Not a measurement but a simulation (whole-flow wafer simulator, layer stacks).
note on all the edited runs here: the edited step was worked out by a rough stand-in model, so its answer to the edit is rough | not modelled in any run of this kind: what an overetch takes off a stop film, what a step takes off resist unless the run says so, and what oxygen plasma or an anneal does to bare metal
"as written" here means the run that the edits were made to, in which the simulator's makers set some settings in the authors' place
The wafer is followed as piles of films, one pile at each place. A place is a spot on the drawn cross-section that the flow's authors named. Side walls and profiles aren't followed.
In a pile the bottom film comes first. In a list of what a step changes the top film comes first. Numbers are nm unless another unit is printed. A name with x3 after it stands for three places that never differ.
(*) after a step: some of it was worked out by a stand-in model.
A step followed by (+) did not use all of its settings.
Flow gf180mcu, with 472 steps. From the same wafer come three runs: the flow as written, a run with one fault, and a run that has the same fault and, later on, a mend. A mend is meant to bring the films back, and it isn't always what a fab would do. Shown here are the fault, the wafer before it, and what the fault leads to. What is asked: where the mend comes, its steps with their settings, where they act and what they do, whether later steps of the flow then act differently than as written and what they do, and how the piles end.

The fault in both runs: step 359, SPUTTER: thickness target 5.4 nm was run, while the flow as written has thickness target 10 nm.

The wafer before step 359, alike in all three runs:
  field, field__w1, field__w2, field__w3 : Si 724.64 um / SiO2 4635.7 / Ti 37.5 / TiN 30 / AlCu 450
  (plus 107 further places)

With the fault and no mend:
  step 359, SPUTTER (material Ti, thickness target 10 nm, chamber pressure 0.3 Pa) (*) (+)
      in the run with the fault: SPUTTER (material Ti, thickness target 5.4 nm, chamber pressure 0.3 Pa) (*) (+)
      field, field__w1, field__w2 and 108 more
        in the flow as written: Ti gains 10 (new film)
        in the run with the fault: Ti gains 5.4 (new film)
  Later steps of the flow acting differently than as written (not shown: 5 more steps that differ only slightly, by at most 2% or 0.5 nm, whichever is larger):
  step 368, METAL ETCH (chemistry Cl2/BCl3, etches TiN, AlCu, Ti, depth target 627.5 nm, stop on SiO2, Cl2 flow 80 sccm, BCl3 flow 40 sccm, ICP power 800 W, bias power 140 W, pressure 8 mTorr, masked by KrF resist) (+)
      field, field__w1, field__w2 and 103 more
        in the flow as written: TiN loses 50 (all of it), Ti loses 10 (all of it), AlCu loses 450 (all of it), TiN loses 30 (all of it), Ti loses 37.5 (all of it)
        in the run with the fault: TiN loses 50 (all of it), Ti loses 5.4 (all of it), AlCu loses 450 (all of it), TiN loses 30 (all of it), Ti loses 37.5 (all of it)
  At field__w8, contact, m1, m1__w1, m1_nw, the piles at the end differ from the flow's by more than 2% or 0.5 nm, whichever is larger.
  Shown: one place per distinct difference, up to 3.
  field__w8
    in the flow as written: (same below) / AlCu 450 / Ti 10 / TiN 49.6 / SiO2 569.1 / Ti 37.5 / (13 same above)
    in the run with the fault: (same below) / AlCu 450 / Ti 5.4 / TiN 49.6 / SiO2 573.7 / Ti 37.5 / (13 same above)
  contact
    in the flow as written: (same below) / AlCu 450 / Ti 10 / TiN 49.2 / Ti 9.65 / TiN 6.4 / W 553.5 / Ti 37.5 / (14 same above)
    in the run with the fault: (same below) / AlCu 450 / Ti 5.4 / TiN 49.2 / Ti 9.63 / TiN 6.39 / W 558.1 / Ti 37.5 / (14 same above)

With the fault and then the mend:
  After step 359 comes the mend.
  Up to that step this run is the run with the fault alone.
  step 359a, SPUTTER (material Ti, thickness target 4.6 nm, chamber pressure 0.3 Pa) (*) (+) (the flow's step 359, run once more with other settings)
      field, field__w1, field__w2 and 108 more
        Ti gains 4.6
  None of the later steps of the flow acts differently than as written at any place that is followed.
  By the end, the piles equal the flow's at every place that both follow.
